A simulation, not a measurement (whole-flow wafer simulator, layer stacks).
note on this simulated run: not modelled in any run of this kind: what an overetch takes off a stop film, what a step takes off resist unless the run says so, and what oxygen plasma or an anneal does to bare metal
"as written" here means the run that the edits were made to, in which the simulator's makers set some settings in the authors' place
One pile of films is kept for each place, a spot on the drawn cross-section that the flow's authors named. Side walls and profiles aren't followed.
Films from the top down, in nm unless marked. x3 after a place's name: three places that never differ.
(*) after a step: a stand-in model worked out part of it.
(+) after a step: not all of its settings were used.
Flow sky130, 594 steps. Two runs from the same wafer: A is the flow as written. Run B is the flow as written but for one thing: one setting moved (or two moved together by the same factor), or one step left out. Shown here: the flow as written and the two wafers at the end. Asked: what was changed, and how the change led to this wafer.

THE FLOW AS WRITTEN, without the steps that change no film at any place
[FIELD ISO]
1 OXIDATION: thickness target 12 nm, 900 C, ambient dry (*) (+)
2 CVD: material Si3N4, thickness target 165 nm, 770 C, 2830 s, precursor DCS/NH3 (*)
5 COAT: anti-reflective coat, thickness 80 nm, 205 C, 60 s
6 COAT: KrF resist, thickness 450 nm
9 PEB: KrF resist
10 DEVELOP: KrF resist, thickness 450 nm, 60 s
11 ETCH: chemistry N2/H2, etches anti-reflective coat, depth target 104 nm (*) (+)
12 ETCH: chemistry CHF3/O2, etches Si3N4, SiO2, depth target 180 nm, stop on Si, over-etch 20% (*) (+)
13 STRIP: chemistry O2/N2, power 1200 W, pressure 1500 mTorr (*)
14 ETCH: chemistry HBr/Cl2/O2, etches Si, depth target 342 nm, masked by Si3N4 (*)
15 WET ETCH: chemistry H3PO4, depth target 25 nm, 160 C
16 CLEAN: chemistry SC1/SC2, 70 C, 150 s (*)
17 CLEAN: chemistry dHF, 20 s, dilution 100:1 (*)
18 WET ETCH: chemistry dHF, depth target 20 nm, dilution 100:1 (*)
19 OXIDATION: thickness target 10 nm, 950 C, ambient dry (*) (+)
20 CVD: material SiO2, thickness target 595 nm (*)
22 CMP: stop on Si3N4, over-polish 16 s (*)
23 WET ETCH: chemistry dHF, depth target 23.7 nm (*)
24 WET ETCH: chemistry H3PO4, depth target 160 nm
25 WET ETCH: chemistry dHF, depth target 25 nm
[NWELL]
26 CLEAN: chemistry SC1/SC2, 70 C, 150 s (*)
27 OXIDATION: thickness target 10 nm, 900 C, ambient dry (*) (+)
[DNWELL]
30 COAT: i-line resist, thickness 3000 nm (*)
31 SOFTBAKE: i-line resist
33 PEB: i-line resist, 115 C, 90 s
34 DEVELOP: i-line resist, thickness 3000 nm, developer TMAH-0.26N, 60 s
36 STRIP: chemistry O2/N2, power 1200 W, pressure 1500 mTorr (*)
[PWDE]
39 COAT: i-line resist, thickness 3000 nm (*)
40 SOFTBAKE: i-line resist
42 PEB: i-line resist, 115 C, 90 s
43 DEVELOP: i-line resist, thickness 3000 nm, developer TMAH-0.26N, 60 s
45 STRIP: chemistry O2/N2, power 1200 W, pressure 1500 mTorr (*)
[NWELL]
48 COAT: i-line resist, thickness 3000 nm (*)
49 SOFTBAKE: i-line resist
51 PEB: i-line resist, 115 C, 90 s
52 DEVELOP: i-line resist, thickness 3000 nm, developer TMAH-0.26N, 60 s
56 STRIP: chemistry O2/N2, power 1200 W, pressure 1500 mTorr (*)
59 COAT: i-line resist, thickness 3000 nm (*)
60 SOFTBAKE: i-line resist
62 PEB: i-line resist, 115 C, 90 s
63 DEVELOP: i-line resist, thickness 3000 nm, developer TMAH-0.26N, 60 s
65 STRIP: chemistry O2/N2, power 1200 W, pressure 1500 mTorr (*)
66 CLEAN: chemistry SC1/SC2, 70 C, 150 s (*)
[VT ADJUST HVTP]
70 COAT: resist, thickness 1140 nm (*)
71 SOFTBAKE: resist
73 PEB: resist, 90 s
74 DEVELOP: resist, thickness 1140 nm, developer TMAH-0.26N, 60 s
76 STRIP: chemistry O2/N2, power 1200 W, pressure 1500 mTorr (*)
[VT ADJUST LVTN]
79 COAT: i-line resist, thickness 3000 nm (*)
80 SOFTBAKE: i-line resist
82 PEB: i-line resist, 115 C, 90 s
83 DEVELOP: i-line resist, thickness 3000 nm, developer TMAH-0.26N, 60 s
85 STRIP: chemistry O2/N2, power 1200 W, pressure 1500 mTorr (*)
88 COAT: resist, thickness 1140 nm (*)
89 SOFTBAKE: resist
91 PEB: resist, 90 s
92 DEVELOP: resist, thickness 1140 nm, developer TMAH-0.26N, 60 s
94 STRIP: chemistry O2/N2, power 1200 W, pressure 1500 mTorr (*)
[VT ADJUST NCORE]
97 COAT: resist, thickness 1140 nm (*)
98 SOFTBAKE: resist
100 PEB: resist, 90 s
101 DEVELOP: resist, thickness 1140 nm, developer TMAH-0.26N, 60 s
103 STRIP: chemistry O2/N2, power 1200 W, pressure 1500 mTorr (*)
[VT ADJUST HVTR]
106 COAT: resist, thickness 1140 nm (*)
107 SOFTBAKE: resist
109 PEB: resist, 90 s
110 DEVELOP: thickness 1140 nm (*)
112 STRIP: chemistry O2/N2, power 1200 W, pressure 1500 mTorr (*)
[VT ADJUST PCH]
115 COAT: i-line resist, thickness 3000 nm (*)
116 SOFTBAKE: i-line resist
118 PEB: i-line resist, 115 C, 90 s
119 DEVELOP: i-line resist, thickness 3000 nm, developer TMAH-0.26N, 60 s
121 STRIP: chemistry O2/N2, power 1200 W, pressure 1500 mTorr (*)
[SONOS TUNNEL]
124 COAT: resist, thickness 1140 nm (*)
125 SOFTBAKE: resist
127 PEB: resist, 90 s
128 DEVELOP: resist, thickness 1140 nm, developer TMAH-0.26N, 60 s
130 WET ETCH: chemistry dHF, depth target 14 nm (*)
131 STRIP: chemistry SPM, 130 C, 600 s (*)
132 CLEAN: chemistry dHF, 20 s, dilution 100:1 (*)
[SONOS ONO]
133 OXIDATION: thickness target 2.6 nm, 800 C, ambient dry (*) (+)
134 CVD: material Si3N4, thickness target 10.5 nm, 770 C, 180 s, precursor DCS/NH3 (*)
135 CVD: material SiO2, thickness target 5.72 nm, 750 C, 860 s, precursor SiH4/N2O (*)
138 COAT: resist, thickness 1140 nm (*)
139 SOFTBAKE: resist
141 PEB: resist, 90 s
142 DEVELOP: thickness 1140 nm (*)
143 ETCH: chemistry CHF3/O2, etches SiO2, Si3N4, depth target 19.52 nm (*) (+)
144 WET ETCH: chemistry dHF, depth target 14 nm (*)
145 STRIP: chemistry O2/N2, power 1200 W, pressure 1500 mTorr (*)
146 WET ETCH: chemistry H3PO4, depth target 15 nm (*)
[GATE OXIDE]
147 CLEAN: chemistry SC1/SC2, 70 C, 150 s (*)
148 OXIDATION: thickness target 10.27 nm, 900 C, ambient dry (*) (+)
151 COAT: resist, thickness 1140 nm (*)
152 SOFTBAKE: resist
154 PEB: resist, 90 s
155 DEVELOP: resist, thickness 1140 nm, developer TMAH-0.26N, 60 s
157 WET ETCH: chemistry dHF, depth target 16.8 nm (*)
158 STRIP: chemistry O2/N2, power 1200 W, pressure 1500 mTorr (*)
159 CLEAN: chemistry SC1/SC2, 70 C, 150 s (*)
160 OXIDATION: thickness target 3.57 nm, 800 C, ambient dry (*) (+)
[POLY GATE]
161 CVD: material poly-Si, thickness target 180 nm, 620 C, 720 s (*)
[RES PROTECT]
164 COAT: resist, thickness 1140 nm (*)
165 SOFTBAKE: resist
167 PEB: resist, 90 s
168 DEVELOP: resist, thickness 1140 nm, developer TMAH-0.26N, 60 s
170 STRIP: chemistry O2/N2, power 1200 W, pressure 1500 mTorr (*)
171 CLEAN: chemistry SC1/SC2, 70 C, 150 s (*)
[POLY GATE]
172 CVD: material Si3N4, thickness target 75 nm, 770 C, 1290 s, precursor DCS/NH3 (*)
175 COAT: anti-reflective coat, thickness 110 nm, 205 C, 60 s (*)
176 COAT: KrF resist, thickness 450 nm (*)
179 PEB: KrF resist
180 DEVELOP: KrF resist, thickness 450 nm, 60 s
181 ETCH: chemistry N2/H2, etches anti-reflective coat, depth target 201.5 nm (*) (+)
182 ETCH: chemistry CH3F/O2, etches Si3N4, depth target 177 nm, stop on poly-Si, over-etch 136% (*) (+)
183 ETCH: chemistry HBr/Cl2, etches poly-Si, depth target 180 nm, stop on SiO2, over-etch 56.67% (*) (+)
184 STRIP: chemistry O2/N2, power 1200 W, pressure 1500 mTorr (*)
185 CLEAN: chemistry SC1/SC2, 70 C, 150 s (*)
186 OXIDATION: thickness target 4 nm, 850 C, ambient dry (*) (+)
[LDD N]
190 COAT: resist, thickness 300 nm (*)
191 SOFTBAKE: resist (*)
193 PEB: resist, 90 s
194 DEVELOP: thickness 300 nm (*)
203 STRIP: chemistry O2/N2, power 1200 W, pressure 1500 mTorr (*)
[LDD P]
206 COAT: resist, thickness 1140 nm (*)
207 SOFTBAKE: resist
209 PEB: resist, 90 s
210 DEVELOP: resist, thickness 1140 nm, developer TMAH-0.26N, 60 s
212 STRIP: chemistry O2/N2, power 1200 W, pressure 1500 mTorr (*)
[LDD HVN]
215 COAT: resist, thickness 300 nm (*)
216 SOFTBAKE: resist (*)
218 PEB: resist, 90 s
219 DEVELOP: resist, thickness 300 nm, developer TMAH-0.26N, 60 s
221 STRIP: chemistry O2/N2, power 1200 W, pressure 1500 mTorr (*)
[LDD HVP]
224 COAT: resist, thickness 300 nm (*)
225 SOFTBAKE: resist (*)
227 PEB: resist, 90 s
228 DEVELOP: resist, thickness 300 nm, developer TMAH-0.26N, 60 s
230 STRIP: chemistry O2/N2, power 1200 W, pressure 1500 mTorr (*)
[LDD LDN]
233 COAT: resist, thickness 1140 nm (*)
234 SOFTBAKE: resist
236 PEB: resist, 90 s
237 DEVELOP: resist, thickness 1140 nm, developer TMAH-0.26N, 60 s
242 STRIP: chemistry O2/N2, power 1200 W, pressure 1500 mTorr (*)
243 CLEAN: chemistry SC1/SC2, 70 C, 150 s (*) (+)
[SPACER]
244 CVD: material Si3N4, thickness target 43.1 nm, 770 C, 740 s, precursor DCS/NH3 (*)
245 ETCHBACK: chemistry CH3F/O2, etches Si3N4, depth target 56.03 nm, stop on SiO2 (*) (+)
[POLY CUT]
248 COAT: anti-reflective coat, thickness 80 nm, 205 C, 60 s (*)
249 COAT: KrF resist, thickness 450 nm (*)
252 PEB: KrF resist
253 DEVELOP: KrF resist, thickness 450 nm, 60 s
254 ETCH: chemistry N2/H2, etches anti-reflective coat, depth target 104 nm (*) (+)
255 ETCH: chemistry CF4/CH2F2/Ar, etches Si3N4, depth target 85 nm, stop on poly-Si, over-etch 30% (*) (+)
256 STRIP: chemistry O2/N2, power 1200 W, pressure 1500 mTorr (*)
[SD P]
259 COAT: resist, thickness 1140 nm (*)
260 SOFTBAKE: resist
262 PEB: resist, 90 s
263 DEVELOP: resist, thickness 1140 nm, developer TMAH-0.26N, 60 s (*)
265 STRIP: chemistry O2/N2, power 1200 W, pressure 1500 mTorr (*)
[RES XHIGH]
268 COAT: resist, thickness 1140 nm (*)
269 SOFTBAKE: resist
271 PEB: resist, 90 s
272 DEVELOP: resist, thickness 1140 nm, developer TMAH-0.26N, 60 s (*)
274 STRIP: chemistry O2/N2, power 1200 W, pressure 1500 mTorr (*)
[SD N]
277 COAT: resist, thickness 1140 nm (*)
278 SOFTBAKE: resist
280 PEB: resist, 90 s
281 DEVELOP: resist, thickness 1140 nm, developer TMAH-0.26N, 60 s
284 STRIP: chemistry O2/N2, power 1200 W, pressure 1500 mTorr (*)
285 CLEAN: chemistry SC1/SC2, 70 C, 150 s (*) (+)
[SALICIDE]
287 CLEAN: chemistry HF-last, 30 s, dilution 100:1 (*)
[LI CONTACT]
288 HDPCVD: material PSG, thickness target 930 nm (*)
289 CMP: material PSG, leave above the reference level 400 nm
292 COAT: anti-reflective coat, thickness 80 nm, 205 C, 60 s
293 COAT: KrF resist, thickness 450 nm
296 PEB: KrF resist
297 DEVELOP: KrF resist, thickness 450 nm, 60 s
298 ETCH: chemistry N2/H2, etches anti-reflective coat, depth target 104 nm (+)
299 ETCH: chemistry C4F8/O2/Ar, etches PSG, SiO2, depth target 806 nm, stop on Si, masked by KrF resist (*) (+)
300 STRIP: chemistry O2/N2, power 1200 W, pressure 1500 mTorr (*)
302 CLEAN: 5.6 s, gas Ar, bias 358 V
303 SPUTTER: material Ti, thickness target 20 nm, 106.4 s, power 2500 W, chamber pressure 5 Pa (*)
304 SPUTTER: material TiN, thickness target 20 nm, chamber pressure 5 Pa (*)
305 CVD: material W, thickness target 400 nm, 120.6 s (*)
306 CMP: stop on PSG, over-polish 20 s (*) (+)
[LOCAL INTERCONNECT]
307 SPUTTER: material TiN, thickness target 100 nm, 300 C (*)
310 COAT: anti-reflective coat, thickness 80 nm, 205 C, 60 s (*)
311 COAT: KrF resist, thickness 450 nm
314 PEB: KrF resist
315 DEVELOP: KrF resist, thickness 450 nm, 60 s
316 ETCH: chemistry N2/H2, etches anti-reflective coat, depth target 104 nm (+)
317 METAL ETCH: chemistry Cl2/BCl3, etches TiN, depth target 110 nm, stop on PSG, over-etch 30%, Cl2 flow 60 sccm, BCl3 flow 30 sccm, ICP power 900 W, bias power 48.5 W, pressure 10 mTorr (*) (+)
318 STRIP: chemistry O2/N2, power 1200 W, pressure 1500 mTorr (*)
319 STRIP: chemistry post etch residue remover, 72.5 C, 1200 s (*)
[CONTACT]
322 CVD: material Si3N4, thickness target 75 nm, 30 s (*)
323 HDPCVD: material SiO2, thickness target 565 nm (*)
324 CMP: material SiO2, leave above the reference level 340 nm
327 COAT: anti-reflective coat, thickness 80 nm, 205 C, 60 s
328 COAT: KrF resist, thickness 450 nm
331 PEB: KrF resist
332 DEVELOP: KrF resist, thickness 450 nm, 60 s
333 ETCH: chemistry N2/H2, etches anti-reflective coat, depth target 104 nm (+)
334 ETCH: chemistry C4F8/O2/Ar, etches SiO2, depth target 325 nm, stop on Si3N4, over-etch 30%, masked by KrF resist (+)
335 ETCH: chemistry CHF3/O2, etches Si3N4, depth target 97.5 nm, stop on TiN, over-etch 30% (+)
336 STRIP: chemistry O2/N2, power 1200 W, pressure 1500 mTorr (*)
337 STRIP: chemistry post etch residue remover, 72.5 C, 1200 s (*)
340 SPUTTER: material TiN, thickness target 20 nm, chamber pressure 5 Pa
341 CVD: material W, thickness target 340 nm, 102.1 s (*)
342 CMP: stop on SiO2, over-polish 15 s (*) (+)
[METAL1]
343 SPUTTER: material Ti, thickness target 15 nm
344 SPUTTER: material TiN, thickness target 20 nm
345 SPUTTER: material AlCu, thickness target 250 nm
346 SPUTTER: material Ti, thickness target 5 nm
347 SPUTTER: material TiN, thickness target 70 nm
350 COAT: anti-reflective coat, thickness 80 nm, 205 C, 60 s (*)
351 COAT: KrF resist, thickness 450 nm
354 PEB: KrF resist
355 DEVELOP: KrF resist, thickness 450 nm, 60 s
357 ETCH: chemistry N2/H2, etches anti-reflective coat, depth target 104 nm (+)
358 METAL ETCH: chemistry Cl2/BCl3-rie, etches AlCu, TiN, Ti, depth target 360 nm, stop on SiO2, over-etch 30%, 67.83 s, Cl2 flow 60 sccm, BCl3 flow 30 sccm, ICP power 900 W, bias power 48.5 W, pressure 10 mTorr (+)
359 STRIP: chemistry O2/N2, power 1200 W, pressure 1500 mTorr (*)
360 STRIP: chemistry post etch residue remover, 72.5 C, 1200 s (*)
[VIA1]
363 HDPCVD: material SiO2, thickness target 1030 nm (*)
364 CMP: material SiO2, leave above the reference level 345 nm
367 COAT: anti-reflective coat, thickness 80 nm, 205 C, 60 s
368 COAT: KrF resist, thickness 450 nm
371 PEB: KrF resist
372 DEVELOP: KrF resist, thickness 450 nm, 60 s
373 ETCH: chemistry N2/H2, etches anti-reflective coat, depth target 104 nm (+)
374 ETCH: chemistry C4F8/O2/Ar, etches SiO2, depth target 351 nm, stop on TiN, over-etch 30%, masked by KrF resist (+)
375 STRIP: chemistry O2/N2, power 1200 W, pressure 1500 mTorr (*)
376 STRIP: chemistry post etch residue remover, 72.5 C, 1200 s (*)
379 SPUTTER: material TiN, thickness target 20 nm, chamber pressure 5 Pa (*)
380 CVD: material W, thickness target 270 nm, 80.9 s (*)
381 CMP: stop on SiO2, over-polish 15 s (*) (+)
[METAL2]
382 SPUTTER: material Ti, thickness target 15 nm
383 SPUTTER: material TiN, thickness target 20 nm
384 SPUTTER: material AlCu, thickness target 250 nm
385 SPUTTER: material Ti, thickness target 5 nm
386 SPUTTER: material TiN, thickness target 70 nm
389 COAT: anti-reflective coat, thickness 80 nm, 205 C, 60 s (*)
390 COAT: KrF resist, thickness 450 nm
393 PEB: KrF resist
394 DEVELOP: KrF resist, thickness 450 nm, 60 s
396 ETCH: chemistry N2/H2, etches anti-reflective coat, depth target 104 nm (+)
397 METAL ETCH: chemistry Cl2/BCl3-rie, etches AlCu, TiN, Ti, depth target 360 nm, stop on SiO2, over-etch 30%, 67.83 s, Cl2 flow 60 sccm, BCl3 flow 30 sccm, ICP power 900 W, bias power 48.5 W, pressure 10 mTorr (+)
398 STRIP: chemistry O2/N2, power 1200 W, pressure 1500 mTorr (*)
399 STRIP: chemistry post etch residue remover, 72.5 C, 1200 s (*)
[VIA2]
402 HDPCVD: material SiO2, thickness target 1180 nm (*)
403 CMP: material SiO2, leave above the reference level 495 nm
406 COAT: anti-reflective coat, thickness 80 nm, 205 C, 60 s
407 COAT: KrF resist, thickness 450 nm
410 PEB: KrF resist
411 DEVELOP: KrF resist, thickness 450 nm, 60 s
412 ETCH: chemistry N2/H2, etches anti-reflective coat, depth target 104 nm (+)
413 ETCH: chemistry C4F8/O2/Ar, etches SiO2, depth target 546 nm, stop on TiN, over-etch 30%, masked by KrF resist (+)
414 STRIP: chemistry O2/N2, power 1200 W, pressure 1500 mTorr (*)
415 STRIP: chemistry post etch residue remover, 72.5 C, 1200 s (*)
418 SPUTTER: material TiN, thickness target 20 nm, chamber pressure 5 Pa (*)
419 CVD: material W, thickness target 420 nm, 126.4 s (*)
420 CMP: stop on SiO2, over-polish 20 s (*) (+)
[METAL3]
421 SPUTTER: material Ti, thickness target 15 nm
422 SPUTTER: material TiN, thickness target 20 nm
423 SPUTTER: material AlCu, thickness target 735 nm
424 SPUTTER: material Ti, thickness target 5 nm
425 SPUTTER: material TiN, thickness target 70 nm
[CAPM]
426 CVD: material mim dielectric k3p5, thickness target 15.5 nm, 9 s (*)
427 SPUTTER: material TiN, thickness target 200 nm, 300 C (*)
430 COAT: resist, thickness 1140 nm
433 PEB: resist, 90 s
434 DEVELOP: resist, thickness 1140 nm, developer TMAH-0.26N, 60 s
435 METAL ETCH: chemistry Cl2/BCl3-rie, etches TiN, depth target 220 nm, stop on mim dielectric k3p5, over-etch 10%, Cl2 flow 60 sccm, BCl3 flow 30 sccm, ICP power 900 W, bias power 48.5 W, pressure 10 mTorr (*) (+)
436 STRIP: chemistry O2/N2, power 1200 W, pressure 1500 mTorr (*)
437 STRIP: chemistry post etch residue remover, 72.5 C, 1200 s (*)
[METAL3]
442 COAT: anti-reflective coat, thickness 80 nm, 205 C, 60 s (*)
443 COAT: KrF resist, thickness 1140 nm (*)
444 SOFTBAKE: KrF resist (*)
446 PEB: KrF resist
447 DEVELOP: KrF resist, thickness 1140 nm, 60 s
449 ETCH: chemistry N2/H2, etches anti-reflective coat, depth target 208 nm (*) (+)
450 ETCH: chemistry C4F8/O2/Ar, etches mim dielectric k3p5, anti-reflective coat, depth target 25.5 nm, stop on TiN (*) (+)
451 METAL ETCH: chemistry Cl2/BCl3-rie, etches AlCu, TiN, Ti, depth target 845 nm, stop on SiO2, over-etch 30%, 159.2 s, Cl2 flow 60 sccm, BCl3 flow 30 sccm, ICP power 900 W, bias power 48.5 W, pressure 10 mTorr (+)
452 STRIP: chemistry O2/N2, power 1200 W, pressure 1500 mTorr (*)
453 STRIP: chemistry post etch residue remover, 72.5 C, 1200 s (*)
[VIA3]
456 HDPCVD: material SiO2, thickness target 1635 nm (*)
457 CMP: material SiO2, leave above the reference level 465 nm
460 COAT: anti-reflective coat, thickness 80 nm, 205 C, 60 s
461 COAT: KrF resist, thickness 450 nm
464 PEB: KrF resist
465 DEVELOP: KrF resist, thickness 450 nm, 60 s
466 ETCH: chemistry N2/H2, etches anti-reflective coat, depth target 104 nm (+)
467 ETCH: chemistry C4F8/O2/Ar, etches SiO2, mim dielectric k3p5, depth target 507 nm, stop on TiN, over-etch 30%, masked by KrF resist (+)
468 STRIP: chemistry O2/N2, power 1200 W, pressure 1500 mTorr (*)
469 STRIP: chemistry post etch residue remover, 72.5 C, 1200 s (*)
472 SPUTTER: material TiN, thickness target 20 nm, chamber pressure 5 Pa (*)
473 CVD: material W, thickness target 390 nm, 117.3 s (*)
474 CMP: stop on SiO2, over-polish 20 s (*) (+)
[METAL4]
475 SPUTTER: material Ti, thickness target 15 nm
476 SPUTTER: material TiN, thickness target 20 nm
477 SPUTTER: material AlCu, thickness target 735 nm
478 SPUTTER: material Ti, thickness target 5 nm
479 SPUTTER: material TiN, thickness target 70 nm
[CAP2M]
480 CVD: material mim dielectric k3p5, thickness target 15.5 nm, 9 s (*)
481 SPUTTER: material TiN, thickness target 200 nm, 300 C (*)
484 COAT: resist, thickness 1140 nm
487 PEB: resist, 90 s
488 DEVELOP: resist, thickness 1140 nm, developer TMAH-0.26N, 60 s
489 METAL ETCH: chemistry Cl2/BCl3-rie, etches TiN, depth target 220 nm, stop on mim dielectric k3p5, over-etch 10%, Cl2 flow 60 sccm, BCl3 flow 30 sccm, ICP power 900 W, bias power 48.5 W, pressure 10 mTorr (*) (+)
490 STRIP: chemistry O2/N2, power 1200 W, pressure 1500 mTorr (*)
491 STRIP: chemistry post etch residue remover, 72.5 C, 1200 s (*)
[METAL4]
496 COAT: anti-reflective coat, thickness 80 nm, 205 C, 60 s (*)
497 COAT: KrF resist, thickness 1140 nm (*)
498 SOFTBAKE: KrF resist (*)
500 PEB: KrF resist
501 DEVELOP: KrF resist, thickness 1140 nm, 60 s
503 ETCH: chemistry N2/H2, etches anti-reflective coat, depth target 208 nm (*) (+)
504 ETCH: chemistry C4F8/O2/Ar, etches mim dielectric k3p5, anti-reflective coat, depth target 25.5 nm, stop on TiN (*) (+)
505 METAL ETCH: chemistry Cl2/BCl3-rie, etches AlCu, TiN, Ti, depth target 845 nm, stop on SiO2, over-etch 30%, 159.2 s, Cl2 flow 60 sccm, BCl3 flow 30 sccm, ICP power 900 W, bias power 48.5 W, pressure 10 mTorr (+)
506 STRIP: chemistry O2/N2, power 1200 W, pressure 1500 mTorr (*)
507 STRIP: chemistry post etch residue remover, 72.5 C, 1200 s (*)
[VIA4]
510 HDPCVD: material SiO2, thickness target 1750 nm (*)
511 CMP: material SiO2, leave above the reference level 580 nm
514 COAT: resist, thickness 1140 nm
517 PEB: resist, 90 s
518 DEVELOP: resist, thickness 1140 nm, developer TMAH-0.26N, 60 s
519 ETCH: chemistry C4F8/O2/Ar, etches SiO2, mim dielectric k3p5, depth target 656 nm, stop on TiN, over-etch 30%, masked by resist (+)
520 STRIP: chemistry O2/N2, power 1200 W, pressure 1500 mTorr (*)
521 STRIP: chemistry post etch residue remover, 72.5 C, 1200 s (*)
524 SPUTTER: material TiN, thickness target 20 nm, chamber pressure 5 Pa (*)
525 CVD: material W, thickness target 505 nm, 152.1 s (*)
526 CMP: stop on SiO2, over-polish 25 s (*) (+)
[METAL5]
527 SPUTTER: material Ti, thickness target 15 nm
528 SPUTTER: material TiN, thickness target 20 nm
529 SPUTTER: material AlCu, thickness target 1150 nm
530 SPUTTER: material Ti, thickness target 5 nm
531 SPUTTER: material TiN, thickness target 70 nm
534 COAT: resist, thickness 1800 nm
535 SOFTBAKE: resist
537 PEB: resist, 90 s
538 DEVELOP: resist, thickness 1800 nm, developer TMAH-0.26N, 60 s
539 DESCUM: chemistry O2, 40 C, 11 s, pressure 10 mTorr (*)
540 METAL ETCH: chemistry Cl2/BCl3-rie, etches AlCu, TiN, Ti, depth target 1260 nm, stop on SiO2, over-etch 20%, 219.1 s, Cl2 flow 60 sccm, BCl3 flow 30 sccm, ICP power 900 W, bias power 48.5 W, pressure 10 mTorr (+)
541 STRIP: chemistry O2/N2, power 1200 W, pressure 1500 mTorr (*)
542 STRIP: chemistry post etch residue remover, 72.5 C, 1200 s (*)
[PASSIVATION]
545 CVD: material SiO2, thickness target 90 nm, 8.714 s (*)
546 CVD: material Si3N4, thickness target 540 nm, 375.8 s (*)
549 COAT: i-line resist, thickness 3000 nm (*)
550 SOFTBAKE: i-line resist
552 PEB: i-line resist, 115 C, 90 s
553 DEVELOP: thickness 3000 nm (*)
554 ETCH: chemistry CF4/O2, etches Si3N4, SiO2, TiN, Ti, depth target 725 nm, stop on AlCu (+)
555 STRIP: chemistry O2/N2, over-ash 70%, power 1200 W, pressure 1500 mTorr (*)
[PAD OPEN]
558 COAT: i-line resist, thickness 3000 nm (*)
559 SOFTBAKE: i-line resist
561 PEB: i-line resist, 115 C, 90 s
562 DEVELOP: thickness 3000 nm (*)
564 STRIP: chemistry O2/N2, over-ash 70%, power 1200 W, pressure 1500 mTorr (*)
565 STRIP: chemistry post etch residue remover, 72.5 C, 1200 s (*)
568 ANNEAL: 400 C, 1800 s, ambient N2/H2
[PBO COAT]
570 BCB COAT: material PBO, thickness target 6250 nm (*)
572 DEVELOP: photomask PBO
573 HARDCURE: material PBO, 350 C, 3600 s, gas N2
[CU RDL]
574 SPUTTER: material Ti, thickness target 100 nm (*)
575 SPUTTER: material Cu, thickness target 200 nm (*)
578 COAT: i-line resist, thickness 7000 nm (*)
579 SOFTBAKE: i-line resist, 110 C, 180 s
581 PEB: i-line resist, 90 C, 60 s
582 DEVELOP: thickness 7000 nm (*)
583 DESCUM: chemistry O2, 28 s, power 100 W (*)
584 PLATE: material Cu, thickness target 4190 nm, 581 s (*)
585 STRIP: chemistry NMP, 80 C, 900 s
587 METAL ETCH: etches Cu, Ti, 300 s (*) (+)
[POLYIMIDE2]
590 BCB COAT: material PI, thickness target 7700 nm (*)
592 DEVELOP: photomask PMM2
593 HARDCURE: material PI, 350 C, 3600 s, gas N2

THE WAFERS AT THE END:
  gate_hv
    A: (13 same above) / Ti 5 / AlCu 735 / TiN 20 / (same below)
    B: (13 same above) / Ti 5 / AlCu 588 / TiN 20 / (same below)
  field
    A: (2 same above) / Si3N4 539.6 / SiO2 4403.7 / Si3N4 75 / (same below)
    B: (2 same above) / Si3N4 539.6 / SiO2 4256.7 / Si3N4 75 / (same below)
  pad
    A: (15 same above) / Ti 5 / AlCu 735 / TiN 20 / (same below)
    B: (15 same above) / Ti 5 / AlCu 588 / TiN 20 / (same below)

The cause: step 423, SPUTTER: thickness target 588 nm was run, where the flow has thickness target 735 nm.
It can be read off the wafer: gate_hv has AlCu 588, and step 423 as written asks for 735 nm.

How the change led to this, step by step:
  423 SPUTTER: material AlCu, thickness target 735 nm
      field, active, n_well and 188 more: A AlCu +735 (new film) | B AlCu +588 (new film)
  451 METAL ETCH: chemistry Cl2/BCl3-rie, etches AlCu, TiN, Ti, depth target 845 nm, stop on SiO2, over-etch 30%, 159.2 s, Cl2 flow 60 sccm, BCl3 flow 30 sccm, ICP power 900 W, bias power 48.5 W, pressure 10 mTorr (+)
      field, active, gate and 62 more: A TiN -70 (all of it), Ti -5 (all of it), AlCu -735 (all of it), TiN -20 (all of it), Ti -15 (all of it), SiO2 -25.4 | B TiN -70 (all of it), Ti -5 (all of it), AlCu -588 (all of it), TiN -20 (all of it), Ti -15 (all of it), SiO2 -40
      vpp_ln, vpp_iso2, ndiff_ln, ndiff_cd, via1_hole, via1_enc, m2_ln_cd: A TiN -70 (all of it), Ti -5 (all of it), AlCu -735 (all of it), TiN -20 (all of it), Ti -15 (all of it), SiO2 -25.3 | B TiN -70 (all of it), Ti -5 (all of it), AlCu -588 (all of it), TiN -20 (all of it), Ti -15 (all of it), SiO2 -40.1
      (and at 13 more places)
  457 CMP: material SiO2, leave above the reference level 465 nm
      field, active, gate and 75 more: A SiO2 -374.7 | B SiO2 -507
      vpp_iso1, m1_ln, poly_licon, vpp_l1ln, rpo_hd_licon, via1_hole, m1_ln_cd: A SiO2 -374.7 | B SiO2 -506.9
